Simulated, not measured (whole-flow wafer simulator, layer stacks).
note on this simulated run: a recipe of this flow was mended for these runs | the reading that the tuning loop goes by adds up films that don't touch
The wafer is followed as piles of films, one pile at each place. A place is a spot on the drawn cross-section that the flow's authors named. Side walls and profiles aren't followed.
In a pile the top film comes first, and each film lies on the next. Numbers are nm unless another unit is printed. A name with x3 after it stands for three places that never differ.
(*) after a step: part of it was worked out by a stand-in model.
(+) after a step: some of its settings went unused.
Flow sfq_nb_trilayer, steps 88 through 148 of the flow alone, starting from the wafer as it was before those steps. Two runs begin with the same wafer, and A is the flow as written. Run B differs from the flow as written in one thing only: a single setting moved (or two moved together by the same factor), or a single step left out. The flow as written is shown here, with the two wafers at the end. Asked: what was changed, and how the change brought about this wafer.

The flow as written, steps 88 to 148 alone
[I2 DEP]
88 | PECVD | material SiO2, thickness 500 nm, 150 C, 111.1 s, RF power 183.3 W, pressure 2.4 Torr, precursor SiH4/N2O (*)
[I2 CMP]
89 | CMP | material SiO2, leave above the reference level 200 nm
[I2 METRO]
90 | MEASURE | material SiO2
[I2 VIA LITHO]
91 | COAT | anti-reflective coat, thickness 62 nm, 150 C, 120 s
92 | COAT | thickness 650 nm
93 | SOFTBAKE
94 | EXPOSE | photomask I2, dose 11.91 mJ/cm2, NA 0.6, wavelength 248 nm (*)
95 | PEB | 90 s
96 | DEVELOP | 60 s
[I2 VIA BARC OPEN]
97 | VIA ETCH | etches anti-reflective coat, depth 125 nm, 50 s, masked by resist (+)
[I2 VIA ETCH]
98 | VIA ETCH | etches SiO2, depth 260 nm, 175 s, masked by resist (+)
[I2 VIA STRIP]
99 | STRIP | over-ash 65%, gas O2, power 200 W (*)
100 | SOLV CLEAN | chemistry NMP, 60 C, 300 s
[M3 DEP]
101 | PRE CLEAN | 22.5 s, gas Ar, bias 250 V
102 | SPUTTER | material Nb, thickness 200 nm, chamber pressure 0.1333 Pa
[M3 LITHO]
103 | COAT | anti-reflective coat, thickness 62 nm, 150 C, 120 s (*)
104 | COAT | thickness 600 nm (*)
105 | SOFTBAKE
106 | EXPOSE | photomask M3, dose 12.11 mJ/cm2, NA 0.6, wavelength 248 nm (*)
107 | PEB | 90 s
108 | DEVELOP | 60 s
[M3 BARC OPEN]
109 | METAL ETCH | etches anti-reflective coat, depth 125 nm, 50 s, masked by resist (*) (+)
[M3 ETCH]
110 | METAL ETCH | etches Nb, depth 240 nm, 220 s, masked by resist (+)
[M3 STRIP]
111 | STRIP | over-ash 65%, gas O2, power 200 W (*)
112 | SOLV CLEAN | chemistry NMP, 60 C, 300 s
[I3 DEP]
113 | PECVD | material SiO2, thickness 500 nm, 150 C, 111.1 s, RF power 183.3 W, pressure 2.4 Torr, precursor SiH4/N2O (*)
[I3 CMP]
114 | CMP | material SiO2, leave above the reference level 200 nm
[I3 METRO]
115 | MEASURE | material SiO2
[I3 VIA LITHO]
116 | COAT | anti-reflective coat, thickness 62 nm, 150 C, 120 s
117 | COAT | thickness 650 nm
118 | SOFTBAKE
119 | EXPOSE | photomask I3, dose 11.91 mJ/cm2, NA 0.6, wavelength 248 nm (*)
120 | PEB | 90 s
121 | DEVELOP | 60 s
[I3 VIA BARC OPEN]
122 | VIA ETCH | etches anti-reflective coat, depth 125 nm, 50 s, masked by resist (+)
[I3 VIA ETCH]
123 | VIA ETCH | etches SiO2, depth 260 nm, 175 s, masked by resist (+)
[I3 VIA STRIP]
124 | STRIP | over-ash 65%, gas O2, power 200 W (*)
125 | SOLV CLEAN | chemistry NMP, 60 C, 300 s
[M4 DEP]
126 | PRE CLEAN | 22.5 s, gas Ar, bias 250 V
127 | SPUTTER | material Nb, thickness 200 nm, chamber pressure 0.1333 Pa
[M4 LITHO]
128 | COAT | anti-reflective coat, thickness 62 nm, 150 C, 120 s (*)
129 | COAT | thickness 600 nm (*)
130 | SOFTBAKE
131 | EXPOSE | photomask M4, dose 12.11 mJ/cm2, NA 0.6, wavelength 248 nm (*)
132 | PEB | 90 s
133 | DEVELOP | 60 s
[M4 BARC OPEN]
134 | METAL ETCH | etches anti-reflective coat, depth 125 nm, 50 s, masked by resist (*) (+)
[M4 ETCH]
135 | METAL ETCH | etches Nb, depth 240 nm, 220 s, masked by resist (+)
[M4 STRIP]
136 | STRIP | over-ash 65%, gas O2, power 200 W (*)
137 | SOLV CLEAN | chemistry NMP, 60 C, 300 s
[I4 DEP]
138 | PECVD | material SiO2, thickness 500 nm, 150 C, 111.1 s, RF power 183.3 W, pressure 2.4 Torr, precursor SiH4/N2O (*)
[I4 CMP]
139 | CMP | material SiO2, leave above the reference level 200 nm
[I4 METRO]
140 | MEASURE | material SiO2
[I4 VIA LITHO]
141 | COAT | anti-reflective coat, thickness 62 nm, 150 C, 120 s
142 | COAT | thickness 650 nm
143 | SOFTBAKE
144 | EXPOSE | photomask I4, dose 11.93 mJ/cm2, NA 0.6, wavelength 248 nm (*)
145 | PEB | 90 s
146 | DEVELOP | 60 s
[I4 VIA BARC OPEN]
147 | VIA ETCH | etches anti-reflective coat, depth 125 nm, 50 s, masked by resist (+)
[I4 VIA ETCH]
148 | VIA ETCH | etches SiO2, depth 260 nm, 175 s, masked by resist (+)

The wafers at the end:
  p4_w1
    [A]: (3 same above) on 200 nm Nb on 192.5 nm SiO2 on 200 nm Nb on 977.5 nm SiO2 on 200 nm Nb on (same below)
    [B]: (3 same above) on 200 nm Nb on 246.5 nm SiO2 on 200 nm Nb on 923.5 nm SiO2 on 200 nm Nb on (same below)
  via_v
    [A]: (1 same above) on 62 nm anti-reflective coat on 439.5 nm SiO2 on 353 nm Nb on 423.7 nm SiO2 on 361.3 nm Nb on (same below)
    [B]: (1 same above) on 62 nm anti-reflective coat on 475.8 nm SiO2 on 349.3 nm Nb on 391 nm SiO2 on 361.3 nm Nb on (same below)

Cause: step 88, PECVD: thickness 350 nm was run, while the flow as written has thickness 500 nm; step 88, PECVD: 77.78 s was run, where the flow has 111.1 s.

How this came from the change, step by step:
  88 | PECVD | material SiO2, thickness 500 nm, 150 C, 111.1 s, RF power 183.3 W, pressure 2.4 Torr, precursor SiH4/N2O (*)
      field_l, be, be_sur and 81 more: A +500 SiO2 | B +350 SiO2
      v_sur, via_wl, via_w and 18 more: A +500 SiO2 (new film) | B +350 SiO2 (new film)
      (and at 1 other place as well)
  89 | CMP | material SiO2, leave above the reference level 200 nm
      field_l, be, be_sur and 81 more: A -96 SiO2 | B nothing
      via_v: A -181.6 SiO2 | B nothing
      (and at 21 other places as well)
  91 | COAT | anti-reflective coat, thickness 62 nm, 150 C, 120 s
      wl_d_sl, m0r_space_l, m0r_space_r, m6r_space_l x2, m6r_space_r x2: A +62 anti-reflective coat (new film) | B +77.3 anti-reflective coat (new film)
      p4_w1, wl_a_m6, wl_b_m5, wl_b_sr, m5r_line_l, m5r_line_r: A +62 anti-reflective coat (new film) | B +60.6 anti-reflective coat (new film)
      (and at 54 other places as well)
  92 | COAT | thickness 650 nm
      via_wr, wl_e_m5: A +650 KrF-resist-other-grade (new film) | B +633.1 KrF-resist-other-grade (new film)
      via_wl: A +650 KrF-resist-other-grade (new film) | B +634.1 KrF-resist-other-grade (new film)
      (and at 9 other places as well)
  96 | DEVELOP | 60 s
      via_w: A -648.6 KrF-resist-other-grade (all of it) | B -630.6 KrF-resist-other-grade (all of it)
  97 | VIA ETCH | etches anti-reflective coat, depth 125 nm, 50 s, masked by resist (+)
      via_w: A -62 anti-reflective coat (all of it), -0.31 SiO2 | B -59.2 anti-reflective coat (all of it), -0.33 SiO2
  99 | STRIP | over-ash 65%, gas O2, power 200 W (*)
      m0r_line_l x3, m0r_line_r x3: A -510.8 KrF-resist-other-grade (all of it), -62 anti-reflective coat (all of it) | B -517.7 KrF-resist-other-grade (all of it), -70.9 anti-reflective coat (all of it)
      m0r_space_l, m0r_space_r, m6r_space_l x2, m6r_space_r x2: A -510.8 KrF-resist-other-grade (all of it), -62 anti-reflective coat (all of it) | B -512.4 KrF-resist-other-grade (all of it), -77.3 anti-reflective coat (all of it)
      (and at 56 other places as well)
  103 | COAT | anti-reflective coat, thickness 62 nm, 150 C, 120 s (*)
      p3_s1, wl_j_sr, wl_a_m6, wl_b_m5, wl_b_sr, m5r_line_l, m5r_line_r: A +62 anti-reflective coat (new film) | B +60.5 anti-reflective coat (new film)
      m0r_line_l x3, m0r_line_r x3: A +62 anti-reflective coat (new film) | B +69.2 anti-reflective coat (new film)
      (and at 53 other places as well)
  104 | COAT | thickness 600 nm (*)
      v_sur: A +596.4 KrF-resist-other-grade (new film) | B +582.3 KrF-resist-other-grade (new film)
      via_wl: A +616.5 KrF-resist-other-grade (new film) | B +595.1 KrF-resist-other-grade (new film)
      (and at 10 other places as well)
  108 | DEVELOP | 60 s
      wl_d_sl: A -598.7 KrF-resist-other-grade (all of it) | B -612.3 KrF-resist-other-grade (all of it)
      wl_d_m1: A -598.7 KrF-resist-other-grade (all of it) | B -617.3 KrF-resist-other-grade (all of it)
      (and at 5 other places as well)
  109 | METAL ETCH | etches anti-reflective coat, depth 125 nm, 50 s, masked by resist (*) (+)
      m0r_line_l x3, m0r_line_r x3: A -62 anti-reflective coat (all of it) | B -69.2 anti-reflective coat (all of it)
      p3_s1, m5r_line_l, m5r_line_r: A -62 anti-reflective coat (all of it) | B -60.5 anti-reflective coat (all of it)
      (and at 38 other places as well)
  111 | STRIP | over-ash 65%, gas O2, power 200 W (*)
      wl_a_sr, wl_b_sl: A -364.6 KrF-resist-other-grade (all of it), -62 anti-reflective coat (all of it) | B -359.2 KrF-resist-other-grade (all of it), -60.6 anti-reflective coat (all of it)
      v_sur: A -361 KrF-resist-other-grade (all of it), -46 anti-reflective coat (all of it) | B -347 KrF-resist-other-grade (all of it), -34.6 anti-reflective coat (all of it)
      (and at 21 other places as well)
  114 | CMP | material SiO2, leave above the reference level 200 nm
      field_l, be, be_sur and 64 more: A -96 SiO2 | B -42 SiO2
      p4_w1, p4_w2, p4_w3 and 6 more: A -300 SiO2 | B -246 SiO2
      (and at 9 other places as well)
  123 | VIA ETCH | etches SiO2, depth 260 nm, 175 s, masked by resist (+)
      via_v: A -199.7 SiO2 (all of it), -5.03 Nb | B -232.3 SiO2 (all of it), -2.31 Nb
  127 | SPUTTER | material Nb, thickness 200 nm, chamber pressure 0.1333 Pa
      via_v: A +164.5 Nb | B +158.1 Nb
  128 | COAT | anti-reflective coat, thickness 62 nm, 150 C, 120 s (*)
      via_v: A +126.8 anti-reflective coat (new film) | B +133.3 anti-reflective coat (new film)
  ... 2 other steps ...
  138 | PECVD | material SiO2, thickness 500 nm, 150 C, 111.1 s, RF power 183.3 W, pressure 2.4 Torr, precursor SiH4/N2O (*)
      via_v: A +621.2 SiO2 (new film) | B +657.5 SiO2 (new film)
